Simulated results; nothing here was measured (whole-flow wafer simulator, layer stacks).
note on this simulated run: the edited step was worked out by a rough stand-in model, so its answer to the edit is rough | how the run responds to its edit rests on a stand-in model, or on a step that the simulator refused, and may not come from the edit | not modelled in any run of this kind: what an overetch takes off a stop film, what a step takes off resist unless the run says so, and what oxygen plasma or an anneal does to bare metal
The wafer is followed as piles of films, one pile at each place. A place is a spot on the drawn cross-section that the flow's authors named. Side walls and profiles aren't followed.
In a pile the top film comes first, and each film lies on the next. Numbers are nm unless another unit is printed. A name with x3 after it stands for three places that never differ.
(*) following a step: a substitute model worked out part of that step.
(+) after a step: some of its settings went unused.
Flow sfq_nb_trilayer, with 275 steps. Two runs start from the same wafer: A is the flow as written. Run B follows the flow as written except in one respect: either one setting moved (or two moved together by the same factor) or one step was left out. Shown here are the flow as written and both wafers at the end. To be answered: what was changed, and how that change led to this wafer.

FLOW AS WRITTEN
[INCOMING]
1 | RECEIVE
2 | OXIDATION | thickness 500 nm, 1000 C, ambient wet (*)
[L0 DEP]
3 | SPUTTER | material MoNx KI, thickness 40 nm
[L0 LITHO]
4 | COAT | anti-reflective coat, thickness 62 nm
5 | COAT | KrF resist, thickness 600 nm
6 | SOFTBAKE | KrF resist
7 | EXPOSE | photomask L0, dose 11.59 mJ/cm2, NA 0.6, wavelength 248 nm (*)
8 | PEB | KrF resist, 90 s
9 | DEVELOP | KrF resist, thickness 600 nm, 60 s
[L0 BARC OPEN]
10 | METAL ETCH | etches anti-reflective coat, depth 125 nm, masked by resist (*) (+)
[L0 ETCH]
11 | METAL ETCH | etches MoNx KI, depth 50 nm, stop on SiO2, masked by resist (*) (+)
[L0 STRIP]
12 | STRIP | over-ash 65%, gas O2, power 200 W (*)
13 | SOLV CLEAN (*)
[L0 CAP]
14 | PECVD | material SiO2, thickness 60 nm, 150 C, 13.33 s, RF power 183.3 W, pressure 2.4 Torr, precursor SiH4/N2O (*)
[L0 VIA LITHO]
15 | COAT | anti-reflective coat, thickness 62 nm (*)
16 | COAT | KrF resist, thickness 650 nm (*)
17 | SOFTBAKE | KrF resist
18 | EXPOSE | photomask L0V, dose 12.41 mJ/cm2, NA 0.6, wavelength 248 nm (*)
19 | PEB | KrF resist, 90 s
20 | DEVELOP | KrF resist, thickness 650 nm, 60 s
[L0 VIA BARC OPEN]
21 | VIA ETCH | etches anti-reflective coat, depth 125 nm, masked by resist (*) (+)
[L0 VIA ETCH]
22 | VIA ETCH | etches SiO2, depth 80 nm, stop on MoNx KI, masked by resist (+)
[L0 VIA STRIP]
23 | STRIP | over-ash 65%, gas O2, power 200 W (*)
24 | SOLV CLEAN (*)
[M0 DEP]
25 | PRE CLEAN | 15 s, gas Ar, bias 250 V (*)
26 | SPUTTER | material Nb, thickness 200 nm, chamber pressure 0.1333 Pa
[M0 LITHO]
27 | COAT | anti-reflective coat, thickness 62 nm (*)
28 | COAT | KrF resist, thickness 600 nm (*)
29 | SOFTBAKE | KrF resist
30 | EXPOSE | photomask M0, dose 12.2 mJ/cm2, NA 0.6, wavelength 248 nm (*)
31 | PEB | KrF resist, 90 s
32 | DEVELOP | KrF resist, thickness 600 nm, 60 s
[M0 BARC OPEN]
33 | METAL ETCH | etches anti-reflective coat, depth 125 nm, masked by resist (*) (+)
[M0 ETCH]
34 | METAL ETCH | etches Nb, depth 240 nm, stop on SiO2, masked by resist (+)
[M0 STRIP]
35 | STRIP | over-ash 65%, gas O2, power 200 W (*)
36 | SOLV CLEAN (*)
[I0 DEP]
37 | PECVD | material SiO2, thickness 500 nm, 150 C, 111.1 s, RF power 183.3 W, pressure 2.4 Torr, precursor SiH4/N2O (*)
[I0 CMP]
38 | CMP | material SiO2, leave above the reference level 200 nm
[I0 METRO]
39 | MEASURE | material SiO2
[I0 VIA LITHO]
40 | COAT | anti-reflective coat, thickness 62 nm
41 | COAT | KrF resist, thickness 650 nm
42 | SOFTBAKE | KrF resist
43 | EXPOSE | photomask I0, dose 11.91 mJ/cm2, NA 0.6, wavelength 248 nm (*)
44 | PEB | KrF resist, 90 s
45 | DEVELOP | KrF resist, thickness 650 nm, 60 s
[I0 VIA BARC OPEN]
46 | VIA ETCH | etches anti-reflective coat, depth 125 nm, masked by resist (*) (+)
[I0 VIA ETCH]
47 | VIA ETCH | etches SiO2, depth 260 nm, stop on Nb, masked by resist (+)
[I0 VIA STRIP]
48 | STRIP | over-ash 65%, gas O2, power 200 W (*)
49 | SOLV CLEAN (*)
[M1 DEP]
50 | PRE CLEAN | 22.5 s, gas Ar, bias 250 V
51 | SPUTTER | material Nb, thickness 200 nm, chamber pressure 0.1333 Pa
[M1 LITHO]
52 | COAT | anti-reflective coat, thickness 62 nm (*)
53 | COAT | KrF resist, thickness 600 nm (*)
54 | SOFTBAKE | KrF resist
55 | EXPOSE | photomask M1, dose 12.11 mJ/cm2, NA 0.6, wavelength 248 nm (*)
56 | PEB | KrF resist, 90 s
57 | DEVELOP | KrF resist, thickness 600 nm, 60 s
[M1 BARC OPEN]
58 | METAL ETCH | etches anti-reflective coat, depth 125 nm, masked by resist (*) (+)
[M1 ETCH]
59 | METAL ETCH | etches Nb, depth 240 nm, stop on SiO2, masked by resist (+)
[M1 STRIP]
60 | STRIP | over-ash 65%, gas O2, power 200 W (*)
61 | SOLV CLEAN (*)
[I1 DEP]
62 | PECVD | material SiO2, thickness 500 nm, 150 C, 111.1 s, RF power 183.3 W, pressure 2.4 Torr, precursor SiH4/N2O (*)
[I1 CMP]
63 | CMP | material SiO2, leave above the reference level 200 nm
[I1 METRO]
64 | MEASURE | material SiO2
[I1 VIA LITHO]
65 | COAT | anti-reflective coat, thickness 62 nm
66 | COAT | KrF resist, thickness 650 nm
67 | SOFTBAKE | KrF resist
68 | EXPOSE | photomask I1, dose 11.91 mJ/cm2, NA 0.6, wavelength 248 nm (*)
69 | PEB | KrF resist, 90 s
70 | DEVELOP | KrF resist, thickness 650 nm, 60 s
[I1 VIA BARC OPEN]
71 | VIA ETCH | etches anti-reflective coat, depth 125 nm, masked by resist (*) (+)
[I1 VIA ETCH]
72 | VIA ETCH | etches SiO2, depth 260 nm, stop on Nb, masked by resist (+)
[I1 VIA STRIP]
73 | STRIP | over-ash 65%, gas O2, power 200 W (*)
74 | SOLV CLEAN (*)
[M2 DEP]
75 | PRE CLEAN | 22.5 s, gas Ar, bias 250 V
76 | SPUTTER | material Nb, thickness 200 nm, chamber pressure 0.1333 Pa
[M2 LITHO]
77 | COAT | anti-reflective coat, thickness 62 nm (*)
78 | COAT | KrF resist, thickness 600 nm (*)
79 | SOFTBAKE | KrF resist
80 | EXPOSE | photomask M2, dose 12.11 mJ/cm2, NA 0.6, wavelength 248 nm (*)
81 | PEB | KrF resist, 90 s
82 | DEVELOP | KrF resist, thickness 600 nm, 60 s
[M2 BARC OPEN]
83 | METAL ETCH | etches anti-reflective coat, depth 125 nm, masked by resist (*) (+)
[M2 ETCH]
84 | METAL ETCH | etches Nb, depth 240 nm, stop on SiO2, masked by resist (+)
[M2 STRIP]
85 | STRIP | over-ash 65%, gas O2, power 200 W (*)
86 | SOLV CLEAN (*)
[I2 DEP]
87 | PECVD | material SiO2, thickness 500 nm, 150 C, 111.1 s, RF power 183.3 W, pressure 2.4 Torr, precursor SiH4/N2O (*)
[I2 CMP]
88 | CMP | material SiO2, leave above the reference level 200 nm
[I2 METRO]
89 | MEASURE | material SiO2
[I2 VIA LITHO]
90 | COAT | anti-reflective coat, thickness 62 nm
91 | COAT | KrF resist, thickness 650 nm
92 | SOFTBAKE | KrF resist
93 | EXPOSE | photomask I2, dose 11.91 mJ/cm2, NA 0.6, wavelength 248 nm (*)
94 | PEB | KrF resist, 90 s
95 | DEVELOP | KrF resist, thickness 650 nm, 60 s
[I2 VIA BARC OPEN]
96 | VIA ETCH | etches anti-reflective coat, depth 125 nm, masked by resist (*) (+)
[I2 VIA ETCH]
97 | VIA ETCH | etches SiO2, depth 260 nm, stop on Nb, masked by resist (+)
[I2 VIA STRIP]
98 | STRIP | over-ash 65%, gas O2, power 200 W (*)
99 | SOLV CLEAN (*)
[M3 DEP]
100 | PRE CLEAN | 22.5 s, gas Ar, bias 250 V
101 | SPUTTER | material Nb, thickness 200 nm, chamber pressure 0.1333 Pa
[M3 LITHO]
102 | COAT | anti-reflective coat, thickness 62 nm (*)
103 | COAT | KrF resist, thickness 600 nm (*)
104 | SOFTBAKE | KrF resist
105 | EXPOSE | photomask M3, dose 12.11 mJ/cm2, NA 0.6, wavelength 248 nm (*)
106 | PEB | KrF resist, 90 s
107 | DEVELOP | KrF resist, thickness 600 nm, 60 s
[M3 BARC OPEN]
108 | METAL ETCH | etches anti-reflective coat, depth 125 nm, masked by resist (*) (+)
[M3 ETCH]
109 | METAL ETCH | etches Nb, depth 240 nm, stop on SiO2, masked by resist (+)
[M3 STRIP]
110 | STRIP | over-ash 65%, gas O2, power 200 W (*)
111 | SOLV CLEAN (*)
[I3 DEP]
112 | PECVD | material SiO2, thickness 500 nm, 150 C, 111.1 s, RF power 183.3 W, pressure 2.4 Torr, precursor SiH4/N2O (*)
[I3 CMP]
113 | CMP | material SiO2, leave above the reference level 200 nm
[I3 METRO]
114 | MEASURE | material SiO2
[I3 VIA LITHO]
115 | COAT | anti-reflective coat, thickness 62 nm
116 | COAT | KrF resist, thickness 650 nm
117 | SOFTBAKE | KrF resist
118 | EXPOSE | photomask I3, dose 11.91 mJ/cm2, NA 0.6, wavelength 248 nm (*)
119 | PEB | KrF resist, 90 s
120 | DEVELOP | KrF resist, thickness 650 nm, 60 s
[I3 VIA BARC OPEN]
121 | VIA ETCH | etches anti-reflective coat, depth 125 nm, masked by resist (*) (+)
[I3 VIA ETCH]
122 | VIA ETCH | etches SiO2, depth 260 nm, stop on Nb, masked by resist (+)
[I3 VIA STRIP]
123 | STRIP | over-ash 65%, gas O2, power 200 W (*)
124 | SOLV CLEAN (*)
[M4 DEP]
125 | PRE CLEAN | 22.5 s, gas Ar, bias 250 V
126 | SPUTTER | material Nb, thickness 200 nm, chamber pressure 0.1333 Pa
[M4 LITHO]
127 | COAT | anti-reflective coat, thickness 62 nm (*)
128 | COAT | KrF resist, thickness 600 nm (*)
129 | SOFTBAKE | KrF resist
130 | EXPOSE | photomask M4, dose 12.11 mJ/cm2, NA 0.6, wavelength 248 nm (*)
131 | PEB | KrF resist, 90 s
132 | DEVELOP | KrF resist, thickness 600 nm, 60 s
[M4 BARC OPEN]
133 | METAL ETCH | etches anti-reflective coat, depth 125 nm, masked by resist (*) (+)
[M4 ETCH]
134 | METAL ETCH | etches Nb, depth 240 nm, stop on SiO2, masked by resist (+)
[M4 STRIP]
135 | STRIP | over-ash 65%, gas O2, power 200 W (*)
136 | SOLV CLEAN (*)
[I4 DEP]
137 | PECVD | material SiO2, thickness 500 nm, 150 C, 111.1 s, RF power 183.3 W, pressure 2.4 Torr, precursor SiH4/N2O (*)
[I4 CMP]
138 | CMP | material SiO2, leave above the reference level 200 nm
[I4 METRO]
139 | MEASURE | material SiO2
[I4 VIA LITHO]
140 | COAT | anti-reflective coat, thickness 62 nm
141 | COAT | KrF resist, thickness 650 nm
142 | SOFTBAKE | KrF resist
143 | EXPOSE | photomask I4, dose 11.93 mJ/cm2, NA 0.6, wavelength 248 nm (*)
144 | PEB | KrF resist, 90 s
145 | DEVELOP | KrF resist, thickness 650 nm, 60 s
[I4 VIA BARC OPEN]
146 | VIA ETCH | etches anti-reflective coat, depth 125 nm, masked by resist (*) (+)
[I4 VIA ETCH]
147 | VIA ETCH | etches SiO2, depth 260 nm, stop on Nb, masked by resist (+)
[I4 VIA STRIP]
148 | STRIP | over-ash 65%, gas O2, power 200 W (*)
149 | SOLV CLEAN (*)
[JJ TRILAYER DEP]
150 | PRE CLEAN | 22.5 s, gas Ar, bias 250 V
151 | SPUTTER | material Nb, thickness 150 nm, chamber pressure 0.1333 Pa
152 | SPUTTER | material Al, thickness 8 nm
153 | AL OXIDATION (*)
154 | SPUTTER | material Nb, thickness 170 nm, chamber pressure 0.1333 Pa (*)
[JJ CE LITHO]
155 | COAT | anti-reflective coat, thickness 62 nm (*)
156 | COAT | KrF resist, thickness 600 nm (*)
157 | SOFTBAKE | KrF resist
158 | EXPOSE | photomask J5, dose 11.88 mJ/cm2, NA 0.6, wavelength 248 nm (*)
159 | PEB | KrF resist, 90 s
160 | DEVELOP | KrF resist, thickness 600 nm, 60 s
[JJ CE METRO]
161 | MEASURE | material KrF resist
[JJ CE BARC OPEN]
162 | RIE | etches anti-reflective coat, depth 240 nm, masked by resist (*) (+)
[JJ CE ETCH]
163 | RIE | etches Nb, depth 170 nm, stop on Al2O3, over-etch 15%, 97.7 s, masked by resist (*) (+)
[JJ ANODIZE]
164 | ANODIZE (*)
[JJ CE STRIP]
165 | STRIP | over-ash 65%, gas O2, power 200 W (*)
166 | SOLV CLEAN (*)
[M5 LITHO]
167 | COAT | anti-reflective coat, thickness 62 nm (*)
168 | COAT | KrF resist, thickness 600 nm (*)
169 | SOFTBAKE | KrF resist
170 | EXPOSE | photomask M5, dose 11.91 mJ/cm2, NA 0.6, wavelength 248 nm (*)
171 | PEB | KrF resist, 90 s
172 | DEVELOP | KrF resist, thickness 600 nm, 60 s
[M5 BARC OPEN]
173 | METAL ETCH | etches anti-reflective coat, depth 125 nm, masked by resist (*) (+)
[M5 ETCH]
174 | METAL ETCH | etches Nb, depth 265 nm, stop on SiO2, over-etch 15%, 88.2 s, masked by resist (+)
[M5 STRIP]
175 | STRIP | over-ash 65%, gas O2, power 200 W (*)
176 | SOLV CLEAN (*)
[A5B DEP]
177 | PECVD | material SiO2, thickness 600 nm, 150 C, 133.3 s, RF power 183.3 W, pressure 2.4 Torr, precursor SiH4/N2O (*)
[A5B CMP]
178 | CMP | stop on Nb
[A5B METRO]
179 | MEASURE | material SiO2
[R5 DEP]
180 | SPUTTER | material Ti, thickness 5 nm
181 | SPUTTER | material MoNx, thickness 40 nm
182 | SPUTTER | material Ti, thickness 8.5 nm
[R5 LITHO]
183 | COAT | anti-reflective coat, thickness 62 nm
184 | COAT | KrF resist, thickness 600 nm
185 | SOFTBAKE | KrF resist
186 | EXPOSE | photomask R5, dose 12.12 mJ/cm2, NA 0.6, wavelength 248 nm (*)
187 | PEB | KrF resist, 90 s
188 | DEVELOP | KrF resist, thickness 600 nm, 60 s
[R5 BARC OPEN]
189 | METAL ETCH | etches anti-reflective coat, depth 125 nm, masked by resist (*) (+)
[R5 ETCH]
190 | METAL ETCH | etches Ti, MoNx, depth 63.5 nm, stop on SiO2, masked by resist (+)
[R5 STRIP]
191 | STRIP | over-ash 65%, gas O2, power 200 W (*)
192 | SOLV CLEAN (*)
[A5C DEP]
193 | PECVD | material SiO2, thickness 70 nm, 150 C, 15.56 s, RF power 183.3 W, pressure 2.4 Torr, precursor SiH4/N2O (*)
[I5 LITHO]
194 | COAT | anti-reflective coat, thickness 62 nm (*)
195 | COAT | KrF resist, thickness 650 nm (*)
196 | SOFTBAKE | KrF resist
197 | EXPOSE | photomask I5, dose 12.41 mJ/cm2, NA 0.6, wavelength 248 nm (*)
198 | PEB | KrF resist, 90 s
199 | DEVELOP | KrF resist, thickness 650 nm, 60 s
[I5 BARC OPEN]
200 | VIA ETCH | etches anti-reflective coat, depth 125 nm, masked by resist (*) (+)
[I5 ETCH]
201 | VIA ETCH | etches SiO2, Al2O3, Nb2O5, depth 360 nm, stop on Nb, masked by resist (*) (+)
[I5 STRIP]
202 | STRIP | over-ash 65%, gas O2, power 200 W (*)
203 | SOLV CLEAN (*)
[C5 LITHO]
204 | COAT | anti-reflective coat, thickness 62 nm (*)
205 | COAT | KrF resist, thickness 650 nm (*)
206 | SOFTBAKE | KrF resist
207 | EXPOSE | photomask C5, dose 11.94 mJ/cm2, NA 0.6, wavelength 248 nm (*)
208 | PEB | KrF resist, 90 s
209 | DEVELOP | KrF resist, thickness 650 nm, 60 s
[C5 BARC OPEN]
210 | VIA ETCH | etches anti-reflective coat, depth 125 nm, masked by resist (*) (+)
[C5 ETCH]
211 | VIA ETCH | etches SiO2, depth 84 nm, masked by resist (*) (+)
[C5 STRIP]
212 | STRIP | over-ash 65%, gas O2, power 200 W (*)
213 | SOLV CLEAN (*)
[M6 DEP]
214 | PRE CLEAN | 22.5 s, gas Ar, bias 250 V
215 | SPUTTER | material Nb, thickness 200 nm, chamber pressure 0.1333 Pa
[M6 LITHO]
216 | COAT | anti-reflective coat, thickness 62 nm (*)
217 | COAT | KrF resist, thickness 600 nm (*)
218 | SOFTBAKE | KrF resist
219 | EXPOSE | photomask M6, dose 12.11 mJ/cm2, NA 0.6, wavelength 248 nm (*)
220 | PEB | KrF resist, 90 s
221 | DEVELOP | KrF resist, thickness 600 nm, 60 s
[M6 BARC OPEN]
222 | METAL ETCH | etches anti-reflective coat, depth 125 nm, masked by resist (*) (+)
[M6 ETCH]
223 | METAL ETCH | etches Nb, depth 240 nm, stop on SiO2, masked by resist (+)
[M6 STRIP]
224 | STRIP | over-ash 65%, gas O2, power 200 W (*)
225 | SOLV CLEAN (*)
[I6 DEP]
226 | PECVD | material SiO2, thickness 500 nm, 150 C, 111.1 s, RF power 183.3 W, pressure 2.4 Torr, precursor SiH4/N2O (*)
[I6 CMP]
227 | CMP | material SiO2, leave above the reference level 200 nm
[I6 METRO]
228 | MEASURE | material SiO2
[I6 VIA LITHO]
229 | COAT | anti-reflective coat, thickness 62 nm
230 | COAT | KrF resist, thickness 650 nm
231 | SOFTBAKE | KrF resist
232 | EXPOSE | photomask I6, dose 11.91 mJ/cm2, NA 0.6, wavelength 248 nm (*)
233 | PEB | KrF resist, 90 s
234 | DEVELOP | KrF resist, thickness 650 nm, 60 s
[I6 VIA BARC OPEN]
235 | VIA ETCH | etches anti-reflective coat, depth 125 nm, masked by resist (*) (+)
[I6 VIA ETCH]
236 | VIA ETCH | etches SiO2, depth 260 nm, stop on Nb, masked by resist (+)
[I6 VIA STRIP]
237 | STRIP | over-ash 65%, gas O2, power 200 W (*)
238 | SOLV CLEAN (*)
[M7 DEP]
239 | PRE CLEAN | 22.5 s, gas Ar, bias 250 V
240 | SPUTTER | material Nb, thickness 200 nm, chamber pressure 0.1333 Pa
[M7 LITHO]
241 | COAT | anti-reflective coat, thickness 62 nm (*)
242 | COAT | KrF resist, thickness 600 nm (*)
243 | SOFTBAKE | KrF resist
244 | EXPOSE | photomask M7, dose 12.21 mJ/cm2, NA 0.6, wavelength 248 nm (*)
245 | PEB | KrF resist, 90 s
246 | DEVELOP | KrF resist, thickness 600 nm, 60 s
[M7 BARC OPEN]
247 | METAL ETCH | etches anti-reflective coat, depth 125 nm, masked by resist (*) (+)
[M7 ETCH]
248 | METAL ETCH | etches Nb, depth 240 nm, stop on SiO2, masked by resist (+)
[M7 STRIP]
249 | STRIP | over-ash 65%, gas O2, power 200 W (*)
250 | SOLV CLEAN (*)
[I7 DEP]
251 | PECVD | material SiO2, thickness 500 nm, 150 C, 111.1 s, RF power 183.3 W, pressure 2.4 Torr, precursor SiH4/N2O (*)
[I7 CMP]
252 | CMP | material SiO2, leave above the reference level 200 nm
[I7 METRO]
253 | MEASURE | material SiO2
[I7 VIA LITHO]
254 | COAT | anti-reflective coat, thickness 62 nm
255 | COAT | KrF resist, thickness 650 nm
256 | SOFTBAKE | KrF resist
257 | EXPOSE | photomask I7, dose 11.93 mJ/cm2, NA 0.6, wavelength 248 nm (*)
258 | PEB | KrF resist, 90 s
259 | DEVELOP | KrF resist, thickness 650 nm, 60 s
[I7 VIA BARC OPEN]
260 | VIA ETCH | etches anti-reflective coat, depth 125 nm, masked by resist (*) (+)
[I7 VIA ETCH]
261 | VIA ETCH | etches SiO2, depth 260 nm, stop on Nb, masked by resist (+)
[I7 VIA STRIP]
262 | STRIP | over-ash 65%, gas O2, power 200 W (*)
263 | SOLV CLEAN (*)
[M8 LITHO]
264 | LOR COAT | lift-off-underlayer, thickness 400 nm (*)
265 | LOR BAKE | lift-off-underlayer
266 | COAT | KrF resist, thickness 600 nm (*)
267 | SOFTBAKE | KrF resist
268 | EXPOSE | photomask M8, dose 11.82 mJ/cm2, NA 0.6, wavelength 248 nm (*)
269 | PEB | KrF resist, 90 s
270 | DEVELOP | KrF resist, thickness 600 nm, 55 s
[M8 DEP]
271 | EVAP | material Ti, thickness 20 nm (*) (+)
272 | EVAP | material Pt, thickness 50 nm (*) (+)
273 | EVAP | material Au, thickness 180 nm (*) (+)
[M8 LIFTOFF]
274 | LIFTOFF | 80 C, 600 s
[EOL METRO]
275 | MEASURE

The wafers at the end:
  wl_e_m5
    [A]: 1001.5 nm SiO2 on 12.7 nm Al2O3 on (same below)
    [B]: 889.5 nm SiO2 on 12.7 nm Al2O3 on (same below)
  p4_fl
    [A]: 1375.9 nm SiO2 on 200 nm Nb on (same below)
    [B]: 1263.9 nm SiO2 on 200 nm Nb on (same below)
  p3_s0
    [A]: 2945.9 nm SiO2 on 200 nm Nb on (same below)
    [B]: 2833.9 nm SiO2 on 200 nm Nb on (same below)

What caused this: step 251, PECVD: thickness 288 nm was run, though the flow has thickness 500 nm; step 251, PECVD: 63.89 s was run, where the flow has 111.1 s.

How this came from the change, step by step:
  251 | PECVD | material SiO2, thickness 500 nm, 150 C, 111.1 s, RF power 183.3 W, pressure 2.4 Torr, precursor SiH4/N2O (*)
      field_l, p4_fl, p4_fm and 56 more: A +500 SiO2 | B +288 SiO2
      v_sur, via_wl, via_w and 37 more: A +500 SiO2 (new film) | B +288 SiO2 (new film)
      (also at 7 further places)
  252 | CMP | material SiO2, leave above the reference level 200 nm
      field_l, p4_fl, p4_fm and 56 more: A -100 SiO2 | B nothing
      field_r, lsp_l: A -77.7 SiO2 | B nothing
      (also at 45 further places)
  254 | COAT | anti-reflective coat, thickness 62 nm
      p3_l3, p3_s3, p3_l4, p3_s4, p3_l5, m0r_line_l, m0r_line_r, m6r_line_l x2: A +62 anti-reflective coat (new film) | B +63.3 anti-reflective coat (new film)
      gap, jj_sur, ce_l, be_r: A +62 anti-reflective coat (new film) | B +56.9 anti-reflective coat (new film)
      (also at 85 further places)
  255 | COAT | KrF resist, thickness 650 nm
      ce_l, c5j, ce_r, sp_r: A +650 KrF resist (new film) | B +629.6 KrF resist (new film)
      m0r_line_l, m0r_line_r, m6r_line_l x2: A +650 KrF resist (new film) | B +672 KrF resist (new film)
      (also at 59 further places)
  259 | DEVELOP | KrF resist, thickness 650 nm, 60 s
      via_wl: A -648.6 KrF resist (all of it) | B -609.8 KrF resist (all of it)
      via_w: A -648.6 KrF resist (all of it) | B -616 KrF resist (all of it)
      (also at 1 further place)
  260 | VIA ETCH | etches anti-reflective coat, depth 125 nm, masked by resist (*) (+)
      field_l, v_sur, via_sp and 100 more: A -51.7 KrF resist | B -46.1 KrF resist
      via_wl: A -62 anti-reflective coat (all of it), -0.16 SiO2 | B -55.2 anti-reflective coat (all of it), -0.14 SiO2
      (also at 2 further places)
  262 | STRIP | over-ash 65%, gas O2, power 200 W (*)
      m0r_line_l, m0r_line_r, m6r_line_l x2: A -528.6 KrF resist (all of it), -62 anti-reflective coat (all of it) | B -556.2 KrF resist (all of it), -63.3 anti-reflective coat (all of it)
      m0r_space_l, m0r_space_r, m6r_space_l x2: A -528.6 KrF resist (all of it), -62 anti-reflective coat (all of it) | B -547.8 KrF resist (all of it), -76.7 anti-reflective coat (all of it)
      (also at 89 further places)
  264 | LOR COAT | lift-off-underlayer, thickness 400 nm (*)
      m0r_line_l, m0r_line_r, m6r_line_l x2: A +400 lift-off-underlayer (new film) | B +426.5 lift-off-underlayer (new film)
      m0r_space_l, m0r_space_r, m6r_space_l x2: A +400 lift-off-underlayer (new film) | B +436 lift-off-underlayer (new film)
      (also at 80 further places)
  266 | COAT | KrF resist, thickness 600 nm (*)
      c5j, ce_r: A +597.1 KrF resist (new film) | B +584.2 KrF resist (new film)
      wl_d_m1, wl_d_sr: A +600 KrF resist (new film) | B +618.6 KrF resist (new film)
      (also at 32 further places)
  270 | DEVELOP | KrF resist, thickness 600 nm, 55 s
      field_l: A -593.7 KrF resist (all of it), -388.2 lift-off-underlayer (all of it) | B -605.9 KrF resist (all of it), -427.7 lift-off-underlayer (all of it)
      v_sur: A -607.3 KrF resist (all of it), -369.4 lift-off-underlayer (all of it) | B -594.3 KrF resist (all of it), -329.7 lift-off-underlayer (all of it)
      (also at 9 further places)
  274 | LIFTOFF | 80 C, 600 s
      m0r_line_l, m0r_line_r, m6r_line_l x2: A -180 Au (all of it), -50 Pt (all of it), -20 Ti (all of it), -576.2 KrF resist (all of it), -400 lift-off-underlayer (all of it) | B -180 Au (all of it), -50 Pt (all of it), -20 Ti (all of it), -586.4 KrF resist (all of it), -426.5 lift-off-underlayer (all of it)
      m0r_space_l, m0r_space_r, m6r_space_l x2: A -180 Au (all of it), -50 Pt (all of it), -20 Ti (all of it), -576.2 KrF resist (all of it), -400 lift-off-underlayer (all of it) | B -180 Au (all of it), -50 Pt (all of it), -20 Ti (all of it), -578.8 KrF resist (all of it), -436 lift-off-underlayer (all of it)
      (also at 69 further places)
